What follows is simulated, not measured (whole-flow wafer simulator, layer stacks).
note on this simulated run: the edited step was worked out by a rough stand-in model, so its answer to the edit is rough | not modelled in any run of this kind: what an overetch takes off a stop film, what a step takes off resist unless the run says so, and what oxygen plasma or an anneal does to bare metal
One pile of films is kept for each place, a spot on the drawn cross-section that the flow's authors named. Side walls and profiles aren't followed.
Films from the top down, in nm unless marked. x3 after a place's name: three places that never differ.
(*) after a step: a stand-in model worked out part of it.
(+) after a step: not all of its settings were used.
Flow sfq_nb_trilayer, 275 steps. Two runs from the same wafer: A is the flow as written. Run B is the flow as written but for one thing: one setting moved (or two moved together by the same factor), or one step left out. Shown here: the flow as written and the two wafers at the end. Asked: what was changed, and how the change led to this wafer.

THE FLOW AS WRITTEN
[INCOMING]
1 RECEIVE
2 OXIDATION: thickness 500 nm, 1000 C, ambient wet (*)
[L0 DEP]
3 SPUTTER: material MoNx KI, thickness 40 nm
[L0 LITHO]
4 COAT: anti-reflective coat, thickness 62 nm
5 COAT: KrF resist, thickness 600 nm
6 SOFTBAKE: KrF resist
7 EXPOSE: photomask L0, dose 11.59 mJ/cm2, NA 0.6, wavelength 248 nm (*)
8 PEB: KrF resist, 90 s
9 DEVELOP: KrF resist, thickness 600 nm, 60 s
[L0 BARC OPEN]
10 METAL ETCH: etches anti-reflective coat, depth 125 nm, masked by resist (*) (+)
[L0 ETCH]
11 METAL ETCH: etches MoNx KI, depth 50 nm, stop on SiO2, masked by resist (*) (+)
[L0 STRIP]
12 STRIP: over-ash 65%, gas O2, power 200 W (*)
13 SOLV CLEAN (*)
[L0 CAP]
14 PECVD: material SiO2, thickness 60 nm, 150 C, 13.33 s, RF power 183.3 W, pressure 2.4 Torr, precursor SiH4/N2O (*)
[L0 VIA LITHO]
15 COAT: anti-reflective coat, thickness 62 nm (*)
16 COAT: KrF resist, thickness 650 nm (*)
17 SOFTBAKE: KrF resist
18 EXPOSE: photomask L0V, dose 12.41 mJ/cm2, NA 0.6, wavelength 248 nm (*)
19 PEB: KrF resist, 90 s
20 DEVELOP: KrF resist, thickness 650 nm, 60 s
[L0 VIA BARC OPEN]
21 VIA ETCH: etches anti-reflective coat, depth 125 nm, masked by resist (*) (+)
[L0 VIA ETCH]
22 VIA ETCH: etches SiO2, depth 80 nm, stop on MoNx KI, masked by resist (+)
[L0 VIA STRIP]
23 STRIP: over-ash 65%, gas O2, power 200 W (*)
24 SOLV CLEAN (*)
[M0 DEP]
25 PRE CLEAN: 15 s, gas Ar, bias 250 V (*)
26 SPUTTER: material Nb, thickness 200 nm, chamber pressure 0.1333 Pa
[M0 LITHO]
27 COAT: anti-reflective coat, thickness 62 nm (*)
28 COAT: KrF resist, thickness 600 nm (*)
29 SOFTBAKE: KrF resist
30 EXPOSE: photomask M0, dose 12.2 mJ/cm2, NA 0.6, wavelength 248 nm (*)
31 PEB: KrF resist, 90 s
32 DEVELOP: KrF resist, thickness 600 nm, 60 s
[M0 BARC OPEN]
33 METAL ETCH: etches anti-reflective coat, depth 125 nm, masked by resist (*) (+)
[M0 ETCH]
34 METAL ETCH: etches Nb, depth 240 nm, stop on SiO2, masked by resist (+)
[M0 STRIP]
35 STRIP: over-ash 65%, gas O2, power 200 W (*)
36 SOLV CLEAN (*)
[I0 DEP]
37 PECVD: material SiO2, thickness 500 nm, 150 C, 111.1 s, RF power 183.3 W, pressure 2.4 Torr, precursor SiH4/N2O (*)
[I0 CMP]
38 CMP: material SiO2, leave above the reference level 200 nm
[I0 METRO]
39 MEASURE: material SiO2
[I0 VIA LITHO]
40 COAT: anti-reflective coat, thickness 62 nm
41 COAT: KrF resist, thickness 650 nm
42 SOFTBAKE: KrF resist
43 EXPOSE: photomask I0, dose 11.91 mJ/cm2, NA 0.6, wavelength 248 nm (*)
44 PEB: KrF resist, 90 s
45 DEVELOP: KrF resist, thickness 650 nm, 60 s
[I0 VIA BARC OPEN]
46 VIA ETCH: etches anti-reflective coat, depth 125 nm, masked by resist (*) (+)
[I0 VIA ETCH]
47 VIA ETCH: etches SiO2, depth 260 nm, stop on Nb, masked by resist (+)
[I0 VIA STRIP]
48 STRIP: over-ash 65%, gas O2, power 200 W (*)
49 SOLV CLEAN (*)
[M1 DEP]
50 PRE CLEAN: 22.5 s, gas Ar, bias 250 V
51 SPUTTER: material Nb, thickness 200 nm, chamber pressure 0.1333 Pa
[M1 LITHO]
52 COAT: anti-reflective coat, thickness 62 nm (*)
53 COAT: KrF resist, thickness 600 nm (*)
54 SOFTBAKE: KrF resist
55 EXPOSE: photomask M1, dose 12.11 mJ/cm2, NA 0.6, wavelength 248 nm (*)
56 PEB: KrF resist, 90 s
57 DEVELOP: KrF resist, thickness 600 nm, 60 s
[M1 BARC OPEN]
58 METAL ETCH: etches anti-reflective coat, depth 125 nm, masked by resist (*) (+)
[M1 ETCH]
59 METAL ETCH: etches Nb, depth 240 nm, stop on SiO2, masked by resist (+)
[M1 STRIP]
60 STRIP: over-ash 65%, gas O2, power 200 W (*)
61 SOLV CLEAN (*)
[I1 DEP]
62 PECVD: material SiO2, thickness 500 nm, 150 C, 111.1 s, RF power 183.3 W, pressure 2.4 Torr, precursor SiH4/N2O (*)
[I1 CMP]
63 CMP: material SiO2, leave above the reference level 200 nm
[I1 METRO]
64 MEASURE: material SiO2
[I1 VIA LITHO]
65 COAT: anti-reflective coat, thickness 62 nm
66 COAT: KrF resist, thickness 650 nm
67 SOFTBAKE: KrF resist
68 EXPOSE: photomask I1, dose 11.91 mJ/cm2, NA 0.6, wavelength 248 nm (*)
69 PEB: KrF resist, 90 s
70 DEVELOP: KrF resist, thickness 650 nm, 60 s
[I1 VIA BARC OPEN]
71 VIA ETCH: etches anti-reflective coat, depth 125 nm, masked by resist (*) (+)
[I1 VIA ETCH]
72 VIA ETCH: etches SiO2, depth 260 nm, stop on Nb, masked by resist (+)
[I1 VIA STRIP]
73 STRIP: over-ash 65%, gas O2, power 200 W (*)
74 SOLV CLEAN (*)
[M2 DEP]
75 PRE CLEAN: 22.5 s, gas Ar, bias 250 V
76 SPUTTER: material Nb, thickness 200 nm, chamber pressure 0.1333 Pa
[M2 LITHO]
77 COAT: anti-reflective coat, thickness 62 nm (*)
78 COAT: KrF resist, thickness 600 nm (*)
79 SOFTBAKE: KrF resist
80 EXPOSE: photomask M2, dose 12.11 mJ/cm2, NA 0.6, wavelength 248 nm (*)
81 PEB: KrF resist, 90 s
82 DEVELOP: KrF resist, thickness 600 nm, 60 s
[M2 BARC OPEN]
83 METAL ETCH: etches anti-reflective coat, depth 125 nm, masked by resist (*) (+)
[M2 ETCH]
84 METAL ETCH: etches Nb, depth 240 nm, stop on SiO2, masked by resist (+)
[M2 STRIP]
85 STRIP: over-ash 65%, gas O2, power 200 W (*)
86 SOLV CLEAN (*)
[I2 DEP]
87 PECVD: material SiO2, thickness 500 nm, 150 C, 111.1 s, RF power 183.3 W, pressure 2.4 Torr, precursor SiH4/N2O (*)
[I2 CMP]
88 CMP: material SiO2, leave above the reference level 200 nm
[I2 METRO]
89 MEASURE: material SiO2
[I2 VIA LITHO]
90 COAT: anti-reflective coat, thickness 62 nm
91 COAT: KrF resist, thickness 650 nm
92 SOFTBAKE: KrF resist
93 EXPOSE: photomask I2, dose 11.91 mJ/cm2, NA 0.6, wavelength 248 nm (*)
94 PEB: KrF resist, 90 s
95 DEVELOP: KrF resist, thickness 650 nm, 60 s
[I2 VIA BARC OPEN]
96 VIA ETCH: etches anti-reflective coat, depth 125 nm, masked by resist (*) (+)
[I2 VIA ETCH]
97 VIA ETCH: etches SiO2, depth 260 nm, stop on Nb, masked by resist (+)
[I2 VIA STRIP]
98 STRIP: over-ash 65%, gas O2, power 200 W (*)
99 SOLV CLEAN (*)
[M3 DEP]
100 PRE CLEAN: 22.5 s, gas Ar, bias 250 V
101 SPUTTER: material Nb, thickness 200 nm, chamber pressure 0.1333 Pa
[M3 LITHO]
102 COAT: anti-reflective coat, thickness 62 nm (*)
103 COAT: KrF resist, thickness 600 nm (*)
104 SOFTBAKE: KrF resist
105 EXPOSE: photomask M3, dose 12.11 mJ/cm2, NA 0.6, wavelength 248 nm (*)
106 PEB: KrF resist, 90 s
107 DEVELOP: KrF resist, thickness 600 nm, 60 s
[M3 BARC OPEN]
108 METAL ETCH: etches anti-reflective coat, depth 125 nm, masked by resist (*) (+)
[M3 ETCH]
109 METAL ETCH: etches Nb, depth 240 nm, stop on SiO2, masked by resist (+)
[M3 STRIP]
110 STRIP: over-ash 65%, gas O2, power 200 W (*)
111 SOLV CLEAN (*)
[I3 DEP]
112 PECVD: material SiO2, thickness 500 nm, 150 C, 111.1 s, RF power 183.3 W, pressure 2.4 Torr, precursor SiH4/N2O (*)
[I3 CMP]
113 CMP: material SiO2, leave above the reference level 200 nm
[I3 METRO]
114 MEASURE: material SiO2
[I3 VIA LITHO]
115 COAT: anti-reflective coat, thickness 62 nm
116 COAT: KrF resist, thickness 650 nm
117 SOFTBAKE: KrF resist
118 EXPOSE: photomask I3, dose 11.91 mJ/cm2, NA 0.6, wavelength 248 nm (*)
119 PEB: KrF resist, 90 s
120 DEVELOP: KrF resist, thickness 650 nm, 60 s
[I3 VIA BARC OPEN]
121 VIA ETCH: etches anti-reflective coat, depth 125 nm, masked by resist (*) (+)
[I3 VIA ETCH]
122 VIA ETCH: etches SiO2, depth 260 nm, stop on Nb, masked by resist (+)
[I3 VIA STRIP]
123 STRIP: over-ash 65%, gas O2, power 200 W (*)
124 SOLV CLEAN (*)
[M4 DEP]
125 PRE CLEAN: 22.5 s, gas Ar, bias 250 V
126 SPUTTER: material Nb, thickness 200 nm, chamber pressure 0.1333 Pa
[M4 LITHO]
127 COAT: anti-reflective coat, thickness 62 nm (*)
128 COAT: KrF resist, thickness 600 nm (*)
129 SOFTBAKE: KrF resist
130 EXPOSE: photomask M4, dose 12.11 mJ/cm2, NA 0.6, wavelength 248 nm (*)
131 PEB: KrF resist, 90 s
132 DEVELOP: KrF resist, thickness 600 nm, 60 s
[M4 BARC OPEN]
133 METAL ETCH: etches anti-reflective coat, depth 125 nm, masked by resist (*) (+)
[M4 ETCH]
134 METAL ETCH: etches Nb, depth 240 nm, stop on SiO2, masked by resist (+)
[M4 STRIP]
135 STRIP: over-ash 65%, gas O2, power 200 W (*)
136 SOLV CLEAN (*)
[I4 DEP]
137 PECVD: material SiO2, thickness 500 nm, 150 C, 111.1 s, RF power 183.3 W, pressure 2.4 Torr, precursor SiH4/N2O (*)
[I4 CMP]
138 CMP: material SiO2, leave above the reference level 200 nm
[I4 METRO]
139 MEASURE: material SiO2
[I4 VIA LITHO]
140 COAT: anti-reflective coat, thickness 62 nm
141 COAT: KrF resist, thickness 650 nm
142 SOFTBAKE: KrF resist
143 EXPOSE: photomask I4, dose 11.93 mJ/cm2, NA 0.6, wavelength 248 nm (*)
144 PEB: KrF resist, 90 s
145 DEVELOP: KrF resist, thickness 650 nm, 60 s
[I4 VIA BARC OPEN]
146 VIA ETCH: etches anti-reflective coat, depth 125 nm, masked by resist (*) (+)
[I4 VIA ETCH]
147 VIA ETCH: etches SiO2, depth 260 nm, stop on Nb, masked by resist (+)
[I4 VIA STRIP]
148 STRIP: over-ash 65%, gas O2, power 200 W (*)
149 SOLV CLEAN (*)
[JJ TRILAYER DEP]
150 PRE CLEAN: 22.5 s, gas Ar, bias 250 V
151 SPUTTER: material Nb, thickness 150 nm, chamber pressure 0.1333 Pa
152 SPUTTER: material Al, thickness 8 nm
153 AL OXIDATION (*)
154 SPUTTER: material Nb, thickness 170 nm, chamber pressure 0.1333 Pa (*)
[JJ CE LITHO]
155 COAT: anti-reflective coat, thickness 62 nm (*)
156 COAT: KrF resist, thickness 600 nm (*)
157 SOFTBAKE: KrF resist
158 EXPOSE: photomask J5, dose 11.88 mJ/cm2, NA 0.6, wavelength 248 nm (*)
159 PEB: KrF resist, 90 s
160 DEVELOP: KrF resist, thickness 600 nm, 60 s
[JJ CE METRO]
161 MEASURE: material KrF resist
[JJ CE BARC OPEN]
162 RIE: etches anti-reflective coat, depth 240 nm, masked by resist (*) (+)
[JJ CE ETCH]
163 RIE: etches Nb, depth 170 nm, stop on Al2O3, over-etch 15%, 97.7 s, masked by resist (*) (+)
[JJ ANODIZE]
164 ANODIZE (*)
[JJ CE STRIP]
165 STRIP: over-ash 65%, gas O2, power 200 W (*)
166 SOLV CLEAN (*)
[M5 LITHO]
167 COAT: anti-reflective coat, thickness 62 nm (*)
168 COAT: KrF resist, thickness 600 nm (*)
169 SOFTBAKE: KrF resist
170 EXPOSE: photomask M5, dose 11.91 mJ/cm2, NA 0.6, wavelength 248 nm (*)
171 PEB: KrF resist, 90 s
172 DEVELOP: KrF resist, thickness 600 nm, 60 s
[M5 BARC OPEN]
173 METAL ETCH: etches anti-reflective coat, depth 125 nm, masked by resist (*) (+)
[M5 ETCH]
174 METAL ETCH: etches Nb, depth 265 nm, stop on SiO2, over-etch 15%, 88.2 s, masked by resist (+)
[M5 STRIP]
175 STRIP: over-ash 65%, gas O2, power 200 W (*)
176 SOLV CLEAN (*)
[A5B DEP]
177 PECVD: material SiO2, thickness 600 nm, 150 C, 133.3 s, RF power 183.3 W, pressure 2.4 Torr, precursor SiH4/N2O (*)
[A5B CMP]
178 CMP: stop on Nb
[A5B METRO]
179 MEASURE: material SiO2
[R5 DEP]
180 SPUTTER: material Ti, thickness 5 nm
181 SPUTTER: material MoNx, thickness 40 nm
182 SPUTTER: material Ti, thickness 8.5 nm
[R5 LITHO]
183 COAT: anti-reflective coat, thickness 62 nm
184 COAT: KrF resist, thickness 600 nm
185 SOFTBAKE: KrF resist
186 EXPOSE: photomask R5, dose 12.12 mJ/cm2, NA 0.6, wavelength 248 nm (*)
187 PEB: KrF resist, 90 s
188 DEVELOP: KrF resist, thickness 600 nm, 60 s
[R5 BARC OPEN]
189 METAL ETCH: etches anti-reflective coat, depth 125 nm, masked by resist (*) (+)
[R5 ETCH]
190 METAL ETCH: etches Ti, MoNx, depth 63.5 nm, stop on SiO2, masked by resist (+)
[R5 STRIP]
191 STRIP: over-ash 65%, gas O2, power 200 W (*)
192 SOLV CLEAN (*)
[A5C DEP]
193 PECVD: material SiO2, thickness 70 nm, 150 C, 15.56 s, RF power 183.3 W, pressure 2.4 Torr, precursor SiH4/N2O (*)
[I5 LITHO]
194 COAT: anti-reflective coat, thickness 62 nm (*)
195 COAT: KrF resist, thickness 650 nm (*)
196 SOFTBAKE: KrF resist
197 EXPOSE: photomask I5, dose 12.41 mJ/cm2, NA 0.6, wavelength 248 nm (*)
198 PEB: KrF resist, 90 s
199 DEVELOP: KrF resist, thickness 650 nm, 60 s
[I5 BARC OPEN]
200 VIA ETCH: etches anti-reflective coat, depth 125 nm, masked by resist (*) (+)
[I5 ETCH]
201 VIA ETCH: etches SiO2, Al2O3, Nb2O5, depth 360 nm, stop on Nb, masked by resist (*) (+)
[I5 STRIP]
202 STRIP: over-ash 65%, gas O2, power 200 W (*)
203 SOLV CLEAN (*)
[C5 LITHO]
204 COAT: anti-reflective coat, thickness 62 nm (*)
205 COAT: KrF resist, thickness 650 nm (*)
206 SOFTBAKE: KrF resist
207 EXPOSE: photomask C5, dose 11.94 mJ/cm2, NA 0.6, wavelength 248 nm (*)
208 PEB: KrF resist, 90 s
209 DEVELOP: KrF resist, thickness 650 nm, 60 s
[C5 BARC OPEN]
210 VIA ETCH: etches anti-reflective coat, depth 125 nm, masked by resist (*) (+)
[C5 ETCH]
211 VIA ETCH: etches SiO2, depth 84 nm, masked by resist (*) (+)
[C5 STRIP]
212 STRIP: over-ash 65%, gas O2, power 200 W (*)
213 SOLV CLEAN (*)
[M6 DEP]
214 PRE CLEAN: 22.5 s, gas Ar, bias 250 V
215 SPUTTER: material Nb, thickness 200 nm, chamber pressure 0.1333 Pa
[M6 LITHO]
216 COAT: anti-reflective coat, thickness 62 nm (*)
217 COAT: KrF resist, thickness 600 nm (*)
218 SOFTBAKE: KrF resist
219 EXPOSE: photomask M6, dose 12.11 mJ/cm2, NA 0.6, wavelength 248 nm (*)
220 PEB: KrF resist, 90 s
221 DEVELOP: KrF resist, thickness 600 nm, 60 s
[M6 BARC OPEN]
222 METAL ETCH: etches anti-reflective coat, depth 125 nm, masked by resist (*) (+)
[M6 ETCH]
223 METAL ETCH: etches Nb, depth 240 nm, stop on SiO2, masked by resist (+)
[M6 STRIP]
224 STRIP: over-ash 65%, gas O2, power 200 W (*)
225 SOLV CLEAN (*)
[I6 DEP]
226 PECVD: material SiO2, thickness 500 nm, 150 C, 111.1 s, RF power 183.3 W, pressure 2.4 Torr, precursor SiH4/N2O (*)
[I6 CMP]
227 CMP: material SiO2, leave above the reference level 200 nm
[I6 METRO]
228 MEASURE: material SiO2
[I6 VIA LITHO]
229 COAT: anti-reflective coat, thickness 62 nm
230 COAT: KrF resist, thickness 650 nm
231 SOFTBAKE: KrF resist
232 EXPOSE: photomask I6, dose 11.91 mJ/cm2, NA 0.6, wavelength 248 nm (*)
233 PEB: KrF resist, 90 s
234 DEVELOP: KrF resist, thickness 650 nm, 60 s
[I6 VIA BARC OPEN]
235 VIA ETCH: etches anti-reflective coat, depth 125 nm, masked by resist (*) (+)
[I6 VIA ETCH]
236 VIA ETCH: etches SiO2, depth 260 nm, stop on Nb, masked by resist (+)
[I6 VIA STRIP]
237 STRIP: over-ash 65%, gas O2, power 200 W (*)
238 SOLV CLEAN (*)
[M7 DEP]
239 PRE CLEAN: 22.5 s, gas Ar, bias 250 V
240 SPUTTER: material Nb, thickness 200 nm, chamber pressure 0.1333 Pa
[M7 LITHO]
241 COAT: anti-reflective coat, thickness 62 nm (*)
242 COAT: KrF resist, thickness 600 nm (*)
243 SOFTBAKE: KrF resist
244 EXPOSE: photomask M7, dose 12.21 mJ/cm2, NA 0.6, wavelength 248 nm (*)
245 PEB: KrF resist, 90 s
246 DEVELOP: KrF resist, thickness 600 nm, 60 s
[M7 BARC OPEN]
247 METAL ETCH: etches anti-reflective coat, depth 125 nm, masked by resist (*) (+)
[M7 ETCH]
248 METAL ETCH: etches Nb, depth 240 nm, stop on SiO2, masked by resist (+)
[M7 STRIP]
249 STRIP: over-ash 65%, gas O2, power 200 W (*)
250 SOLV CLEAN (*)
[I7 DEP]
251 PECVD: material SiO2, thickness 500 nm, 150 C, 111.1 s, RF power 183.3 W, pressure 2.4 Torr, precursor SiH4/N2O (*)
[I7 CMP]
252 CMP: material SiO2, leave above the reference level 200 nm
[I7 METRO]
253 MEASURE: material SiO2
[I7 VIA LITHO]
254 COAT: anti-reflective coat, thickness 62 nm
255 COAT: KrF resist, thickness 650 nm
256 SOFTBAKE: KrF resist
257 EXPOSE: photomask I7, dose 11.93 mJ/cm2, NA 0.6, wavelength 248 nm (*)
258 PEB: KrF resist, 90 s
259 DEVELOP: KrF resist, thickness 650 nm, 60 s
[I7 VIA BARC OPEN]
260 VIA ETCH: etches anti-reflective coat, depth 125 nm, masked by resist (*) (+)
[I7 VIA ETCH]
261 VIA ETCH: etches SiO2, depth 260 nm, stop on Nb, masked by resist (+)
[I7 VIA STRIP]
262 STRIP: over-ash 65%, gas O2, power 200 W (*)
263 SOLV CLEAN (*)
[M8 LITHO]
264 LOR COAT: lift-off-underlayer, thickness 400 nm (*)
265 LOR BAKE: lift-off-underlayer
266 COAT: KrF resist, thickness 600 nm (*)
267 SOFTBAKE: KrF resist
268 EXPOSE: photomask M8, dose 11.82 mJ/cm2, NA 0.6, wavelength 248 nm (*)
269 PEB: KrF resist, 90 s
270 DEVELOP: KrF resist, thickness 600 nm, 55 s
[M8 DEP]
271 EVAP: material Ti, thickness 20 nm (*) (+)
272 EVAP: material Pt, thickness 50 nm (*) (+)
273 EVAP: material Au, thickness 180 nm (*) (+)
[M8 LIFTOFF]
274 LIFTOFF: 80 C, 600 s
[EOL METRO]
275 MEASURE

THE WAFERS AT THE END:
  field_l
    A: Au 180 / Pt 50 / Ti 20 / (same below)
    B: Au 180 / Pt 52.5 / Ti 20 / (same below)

The cause: step 272, EVAP: thickness 52.5 nm was run, where the flow has thickness 50 nm.
It can be read off the wafer: field_l has Pt 52.5, and step 272 as written asks for 50 nm.

How the change led to this, step by step:
  272 EVAP: material Pt, thickness 50 nm (*) (+)
      field_l, v_sur, via_wl and 103 more: A Pt +50 (new film) | B Pt +52.5 (new film)
  274 LIFTOFF: 80 C, 600 s
      p4_fl, p4_fm, p4_w1 and 71 more: A Au -180 (all of it), Pt -50 (all of it), Ti -20 (all of it), KrF resist -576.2 (all of it), lift-off-underlayer -400 (all of it) | B Au -180 (all of it), Pt -52.5 (all of it), Ti -20 (all of it), KrF resist -576.2 (all of it), lift-off-underlayer -400 (all of it)
      c5j, ce_r: A Au -180 (all of it), Pt -50 (all of it), Ti -20 (all of it), KrF resist -573.3 (all of it), lift-off-underlayer -399.3 (all of it) | B Au -180 (all of it), Pt -52.5 (all of it), Ti -20 (all of it), KrF resist -573.3 (all of it), lift-off-underlayer -399.3 (all of it)
      (and at 19 more places)
